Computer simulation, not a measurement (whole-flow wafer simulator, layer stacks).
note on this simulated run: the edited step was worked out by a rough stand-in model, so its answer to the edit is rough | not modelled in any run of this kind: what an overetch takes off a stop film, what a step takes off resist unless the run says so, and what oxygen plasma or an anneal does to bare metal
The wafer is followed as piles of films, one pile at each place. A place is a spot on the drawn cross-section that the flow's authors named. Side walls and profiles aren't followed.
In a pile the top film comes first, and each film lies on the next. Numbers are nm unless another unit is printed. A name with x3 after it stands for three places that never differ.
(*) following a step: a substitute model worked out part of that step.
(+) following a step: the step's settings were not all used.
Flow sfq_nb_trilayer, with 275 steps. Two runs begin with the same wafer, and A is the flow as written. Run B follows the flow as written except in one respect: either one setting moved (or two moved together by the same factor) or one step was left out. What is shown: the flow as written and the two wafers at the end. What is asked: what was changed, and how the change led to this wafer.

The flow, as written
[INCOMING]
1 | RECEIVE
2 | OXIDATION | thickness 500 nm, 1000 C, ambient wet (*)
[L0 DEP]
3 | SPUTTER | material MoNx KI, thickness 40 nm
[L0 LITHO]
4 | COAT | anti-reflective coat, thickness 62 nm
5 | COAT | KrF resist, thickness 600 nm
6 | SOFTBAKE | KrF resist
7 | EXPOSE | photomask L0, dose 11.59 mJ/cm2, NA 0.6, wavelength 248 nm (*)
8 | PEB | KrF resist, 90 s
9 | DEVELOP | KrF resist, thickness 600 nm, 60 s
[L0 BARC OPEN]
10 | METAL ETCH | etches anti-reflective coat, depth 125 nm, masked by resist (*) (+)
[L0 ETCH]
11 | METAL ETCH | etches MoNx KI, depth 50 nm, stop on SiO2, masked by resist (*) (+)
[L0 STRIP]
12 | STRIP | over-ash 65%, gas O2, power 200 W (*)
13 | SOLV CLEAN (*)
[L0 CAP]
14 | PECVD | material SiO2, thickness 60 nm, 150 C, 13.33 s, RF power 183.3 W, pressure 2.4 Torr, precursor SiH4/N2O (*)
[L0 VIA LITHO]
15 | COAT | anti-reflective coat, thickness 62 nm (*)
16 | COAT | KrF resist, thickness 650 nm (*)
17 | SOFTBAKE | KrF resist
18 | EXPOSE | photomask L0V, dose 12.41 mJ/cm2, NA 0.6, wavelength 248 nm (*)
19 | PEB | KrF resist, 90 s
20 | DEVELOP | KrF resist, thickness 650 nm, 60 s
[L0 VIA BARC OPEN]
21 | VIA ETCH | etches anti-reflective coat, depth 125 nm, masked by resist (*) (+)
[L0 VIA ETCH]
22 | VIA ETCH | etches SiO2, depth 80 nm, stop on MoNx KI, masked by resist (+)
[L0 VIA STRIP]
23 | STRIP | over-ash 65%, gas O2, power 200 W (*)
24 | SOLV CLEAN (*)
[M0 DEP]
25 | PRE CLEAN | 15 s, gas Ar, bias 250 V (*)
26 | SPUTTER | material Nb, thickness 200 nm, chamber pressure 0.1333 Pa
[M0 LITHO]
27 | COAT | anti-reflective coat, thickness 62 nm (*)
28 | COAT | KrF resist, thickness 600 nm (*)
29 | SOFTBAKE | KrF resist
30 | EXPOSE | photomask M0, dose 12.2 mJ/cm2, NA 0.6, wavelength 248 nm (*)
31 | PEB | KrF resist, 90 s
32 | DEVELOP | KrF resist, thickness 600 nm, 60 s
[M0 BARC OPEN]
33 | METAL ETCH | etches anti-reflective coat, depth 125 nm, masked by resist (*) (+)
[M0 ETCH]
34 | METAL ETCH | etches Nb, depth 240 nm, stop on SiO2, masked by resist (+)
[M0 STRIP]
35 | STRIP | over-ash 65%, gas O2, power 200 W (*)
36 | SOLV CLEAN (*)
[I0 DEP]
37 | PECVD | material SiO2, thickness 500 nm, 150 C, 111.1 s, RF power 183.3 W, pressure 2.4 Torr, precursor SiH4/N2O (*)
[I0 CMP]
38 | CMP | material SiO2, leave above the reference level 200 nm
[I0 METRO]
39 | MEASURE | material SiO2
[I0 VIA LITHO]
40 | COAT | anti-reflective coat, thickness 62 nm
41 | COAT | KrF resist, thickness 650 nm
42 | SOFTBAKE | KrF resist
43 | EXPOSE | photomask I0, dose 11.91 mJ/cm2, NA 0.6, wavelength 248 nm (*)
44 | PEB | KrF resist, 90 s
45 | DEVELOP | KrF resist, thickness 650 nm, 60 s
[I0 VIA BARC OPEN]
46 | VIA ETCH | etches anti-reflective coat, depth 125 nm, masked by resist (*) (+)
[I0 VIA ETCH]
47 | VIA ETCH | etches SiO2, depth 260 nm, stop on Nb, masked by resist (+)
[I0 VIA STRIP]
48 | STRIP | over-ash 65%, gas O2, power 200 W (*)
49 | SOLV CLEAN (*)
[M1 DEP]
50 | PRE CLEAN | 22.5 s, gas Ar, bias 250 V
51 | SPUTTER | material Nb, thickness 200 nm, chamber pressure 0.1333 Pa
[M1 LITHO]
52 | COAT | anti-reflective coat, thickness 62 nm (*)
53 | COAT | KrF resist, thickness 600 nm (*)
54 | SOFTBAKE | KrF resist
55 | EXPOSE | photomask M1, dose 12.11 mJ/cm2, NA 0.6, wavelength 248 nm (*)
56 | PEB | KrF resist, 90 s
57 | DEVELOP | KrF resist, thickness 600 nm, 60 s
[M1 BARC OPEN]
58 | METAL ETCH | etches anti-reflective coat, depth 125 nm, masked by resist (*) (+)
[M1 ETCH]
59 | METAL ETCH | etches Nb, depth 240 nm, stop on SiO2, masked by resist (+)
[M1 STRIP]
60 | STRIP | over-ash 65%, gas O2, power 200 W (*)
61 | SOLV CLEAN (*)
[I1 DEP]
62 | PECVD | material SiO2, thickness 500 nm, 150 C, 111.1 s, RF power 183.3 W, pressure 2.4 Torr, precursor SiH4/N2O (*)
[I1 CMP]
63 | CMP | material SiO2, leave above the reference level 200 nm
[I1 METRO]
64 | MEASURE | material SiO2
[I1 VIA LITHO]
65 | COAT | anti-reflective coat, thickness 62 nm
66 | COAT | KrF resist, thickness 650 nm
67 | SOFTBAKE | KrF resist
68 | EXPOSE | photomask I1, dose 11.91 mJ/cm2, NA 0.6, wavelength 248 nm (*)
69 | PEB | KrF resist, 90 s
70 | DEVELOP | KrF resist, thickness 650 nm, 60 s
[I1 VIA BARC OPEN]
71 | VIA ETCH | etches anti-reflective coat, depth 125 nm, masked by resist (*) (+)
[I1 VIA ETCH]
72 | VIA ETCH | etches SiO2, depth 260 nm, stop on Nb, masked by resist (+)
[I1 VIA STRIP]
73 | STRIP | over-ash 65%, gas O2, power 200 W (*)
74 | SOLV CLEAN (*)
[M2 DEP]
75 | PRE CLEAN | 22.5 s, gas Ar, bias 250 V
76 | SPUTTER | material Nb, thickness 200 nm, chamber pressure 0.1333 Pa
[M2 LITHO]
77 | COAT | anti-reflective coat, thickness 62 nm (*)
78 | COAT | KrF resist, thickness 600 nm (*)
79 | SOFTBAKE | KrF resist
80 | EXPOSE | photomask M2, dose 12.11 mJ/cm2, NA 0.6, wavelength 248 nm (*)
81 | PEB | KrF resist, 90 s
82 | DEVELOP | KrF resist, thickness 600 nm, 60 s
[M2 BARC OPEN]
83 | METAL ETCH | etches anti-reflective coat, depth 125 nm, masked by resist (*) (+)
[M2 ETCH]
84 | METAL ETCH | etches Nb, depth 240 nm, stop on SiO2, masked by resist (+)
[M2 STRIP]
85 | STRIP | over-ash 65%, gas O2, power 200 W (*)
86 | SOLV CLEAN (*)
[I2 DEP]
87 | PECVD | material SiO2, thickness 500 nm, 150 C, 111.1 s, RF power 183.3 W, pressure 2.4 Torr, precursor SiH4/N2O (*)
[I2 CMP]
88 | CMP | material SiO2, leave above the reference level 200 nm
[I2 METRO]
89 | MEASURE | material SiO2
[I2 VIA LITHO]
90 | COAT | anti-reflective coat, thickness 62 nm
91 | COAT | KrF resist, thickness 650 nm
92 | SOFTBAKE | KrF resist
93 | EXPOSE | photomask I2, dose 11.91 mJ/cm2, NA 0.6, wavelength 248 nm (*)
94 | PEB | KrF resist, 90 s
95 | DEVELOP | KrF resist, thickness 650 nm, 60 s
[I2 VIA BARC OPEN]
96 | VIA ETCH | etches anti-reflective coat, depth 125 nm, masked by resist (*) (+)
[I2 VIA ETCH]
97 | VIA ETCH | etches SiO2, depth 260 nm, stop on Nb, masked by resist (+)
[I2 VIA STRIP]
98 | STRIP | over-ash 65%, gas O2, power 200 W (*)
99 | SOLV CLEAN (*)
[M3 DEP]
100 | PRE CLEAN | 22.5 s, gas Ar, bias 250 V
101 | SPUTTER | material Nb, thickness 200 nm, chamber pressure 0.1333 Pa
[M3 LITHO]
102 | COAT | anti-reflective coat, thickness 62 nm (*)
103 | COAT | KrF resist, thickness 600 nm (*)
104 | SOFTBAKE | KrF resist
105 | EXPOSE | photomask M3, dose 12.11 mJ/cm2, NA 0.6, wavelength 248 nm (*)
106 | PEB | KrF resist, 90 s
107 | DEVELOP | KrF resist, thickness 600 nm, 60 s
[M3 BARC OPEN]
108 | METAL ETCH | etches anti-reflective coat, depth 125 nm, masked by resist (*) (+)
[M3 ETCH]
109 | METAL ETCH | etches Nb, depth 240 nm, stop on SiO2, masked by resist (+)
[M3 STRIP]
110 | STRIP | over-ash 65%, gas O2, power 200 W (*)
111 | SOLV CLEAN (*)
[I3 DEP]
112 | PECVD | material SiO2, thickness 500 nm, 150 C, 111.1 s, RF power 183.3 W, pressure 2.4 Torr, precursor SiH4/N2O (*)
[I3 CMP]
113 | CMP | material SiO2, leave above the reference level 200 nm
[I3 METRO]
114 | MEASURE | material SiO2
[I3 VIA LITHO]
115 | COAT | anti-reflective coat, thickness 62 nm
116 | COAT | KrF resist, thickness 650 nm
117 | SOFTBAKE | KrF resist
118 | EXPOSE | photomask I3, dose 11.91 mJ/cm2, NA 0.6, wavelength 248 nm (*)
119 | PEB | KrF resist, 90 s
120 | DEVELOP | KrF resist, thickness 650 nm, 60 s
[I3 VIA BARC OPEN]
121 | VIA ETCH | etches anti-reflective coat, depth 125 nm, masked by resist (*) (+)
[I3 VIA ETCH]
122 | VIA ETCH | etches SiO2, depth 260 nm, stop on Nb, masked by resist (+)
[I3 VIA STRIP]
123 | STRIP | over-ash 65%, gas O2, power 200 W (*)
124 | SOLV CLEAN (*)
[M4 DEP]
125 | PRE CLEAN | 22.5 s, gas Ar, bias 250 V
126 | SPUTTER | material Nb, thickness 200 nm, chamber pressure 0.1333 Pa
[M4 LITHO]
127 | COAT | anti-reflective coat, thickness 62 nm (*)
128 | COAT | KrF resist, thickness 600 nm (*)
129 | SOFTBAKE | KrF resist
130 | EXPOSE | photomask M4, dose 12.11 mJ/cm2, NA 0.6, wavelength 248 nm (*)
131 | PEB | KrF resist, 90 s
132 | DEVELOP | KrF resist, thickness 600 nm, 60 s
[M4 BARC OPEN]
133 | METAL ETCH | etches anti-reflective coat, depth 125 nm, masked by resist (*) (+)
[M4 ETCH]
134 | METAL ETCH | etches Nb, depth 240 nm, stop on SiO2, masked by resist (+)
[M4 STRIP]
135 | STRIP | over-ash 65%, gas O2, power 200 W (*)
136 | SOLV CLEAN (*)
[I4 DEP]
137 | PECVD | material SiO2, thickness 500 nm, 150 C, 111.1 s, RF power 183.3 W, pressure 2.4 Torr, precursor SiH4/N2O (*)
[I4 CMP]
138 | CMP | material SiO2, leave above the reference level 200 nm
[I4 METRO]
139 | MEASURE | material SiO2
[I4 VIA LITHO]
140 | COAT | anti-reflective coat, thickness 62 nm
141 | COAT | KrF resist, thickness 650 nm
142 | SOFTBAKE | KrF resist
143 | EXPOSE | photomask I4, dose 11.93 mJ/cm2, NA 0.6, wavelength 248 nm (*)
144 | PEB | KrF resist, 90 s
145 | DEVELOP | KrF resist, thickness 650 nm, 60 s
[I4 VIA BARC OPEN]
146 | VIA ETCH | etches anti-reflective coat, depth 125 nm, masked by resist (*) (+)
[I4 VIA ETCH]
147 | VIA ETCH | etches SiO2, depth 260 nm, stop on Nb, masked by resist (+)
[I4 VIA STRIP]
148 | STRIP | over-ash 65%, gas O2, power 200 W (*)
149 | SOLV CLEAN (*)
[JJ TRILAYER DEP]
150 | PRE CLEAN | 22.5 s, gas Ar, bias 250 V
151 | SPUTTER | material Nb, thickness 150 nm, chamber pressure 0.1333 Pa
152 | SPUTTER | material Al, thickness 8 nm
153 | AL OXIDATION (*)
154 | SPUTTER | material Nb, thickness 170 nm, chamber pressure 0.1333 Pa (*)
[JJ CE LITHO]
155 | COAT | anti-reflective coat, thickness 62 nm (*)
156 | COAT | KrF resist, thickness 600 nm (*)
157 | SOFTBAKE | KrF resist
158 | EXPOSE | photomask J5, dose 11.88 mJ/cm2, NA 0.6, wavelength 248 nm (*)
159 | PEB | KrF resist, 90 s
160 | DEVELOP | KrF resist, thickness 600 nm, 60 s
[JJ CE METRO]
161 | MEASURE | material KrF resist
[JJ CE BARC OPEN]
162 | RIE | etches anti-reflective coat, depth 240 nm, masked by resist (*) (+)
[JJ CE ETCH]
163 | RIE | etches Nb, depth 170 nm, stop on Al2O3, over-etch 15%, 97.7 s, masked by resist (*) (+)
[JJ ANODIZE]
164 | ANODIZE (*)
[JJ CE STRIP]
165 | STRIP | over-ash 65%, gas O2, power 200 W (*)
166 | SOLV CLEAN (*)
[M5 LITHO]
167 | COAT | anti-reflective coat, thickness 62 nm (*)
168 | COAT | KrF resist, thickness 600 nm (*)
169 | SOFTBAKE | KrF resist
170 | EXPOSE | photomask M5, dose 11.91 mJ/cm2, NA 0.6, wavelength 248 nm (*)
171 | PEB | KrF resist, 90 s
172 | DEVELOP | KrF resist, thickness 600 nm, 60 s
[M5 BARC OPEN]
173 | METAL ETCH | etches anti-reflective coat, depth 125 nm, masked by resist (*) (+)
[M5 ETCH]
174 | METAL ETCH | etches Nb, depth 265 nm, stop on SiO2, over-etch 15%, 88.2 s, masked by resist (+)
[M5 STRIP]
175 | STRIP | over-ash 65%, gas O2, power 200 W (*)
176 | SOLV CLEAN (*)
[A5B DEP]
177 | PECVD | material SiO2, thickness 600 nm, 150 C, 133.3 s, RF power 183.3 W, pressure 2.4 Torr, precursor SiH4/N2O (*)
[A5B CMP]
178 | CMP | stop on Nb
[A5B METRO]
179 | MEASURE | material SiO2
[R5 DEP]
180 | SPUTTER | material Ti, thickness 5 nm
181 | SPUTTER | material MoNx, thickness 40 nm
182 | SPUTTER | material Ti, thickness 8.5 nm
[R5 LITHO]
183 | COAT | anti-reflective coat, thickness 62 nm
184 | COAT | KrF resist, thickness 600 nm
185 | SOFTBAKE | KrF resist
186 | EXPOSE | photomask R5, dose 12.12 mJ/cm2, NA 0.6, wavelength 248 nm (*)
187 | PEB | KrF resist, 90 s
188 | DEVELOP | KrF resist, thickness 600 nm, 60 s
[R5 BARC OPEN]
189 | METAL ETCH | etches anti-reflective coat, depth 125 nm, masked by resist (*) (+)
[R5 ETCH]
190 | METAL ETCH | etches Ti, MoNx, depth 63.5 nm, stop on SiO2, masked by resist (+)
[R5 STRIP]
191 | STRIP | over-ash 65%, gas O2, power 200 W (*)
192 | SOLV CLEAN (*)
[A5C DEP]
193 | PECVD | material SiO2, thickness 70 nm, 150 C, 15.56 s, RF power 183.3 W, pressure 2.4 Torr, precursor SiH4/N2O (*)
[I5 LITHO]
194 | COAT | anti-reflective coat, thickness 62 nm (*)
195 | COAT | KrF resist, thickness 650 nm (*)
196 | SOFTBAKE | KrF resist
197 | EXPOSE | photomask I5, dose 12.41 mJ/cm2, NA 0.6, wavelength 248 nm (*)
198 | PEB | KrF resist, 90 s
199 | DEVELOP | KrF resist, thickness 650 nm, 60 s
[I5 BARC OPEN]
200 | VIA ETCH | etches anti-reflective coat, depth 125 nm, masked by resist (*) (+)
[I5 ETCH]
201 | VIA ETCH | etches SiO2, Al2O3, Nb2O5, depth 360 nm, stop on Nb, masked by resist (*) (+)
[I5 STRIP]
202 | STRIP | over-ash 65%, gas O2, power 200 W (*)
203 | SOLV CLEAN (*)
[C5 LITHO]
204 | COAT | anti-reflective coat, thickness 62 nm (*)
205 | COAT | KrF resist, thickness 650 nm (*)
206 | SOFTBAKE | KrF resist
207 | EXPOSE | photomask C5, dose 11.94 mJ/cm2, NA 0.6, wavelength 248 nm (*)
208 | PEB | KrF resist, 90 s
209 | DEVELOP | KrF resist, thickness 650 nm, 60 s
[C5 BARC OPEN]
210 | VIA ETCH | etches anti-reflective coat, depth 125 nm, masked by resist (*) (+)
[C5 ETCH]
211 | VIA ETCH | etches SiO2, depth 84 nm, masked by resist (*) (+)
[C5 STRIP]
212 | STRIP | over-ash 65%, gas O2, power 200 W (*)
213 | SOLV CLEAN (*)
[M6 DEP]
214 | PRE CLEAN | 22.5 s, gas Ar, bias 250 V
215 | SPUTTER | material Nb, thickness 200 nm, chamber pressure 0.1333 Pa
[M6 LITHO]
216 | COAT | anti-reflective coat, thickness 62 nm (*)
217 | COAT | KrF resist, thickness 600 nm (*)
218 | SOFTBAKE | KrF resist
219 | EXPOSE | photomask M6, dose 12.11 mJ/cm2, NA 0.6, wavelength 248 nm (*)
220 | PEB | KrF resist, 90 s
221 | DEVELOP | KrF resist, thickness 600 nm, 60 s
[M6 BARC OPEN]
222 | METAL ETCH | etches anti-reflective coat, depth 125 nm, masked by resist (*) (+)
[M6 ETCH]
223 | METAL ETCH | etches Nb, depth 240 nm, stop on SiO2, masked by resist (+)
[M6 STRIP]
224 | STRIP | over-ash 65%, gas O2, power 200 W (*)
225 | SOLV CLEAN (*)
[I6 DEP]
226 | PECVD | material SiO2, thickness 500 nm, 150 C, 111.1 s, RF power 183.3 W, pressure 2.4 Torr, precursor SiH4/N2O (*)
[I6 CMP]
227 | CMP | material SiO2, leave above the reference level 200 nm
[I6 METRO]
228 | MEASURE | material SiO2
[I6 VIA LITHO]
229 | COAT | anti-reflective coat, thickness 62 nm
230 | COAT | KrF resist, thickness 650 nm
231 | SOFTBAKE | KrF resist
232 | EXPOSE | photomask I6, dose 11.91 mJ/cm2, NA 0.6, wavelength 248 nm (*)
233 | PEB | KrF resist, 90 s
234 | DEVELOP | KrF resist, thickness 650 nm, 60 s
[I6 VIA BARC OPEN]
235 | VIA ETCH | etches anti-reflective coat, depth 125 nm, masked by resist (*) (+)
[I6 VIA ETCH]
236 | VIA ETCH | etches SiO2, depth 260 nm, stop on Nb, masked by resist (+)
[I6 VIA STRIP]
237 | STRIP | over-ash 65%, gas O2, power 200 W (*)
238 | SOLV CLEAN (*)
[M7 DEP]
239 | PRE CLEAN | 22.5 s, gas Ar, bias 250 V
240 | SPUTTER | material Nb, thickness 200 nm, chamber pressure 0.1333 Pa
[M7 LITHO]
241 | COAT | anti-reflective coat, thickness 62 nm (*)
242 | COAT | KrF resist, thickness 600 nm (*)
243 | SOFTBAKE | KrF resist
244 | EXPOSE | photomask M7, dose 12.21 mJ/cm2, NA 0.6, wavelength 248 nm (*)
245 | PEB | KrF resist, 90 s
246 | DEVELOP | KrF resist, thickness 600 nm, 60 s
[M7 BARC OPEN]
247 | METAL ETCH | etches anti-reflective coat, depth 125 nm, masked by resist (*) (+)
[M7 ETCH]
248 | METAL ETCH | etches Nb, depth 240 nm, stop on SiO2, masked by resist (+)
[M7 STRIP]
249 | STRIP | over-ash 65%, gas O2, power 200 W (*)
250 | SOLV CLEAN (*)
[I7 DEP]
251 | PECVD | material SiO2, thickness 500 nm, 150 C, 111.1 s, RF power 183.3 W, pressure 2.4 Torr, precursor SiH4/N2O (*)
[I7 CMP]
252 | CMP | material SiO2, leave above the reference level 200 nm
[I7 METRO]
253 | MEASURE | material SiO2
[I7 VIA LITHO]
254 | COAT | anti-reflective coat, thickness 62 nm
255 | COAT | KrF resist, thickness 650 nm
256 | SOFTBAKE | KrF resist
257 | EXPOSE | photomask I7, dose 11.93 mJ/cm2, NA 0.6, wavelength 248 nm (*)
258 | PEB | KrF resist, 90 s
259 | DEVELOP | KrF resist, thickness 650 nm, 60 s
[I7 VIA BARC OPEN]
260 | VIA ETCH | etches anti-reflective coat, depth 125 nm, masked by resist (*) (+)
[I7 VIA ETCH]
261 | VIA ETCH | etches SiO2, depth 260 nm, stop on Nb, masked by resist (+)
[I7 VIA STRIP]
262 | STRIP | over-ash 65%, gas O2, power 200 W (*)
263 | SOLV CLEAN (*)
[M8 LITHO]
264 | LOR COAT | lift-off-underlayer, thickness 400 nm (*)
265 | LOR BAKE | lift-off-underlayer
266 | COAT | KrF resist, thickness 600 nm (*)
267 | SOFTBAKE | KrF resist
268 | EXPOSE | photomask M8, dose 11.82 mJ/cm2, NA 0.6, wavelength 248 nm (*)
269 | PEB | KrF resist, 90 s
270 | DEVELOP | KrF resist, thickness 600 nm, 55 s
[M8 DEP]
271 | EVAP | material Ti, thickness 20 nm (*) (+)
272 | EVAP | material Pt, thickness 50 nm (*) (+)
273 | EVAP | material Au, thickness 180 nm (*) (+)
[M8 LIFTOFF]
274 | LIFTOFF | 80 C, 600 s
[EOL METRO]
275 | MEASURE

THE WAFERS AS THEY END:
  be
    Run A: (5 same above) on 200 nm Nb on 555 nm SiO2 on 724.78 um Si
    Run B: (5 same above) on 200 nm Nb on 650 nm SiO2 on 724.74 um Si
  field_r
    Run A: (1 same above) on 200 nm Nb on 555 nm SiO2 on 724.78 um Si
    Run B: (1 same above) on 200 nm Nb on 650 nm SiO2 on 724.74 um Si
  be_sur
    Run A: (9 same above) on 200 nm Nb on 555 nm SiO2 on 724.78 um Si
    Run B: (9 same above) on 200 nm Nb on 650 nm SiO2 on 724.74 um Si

What caused this: step 2, OXIDATION: thickness 595 nm was run, though the flow has thickness 500 nm.

How this came from the change, step by step:
  2 | OXIDATION | thickness 500 nm, 1000 C, ambient wet (*)
      field_l, v_sur, via_wl and 103 more: A SiO2 gains 500 (new film), chemical SiO2 loses 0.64 (all of it), Si loses 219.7 | B SiO2 gains 595 (new film), chemical SiO2 loses 0.64 (all of it), Si loses 261.5
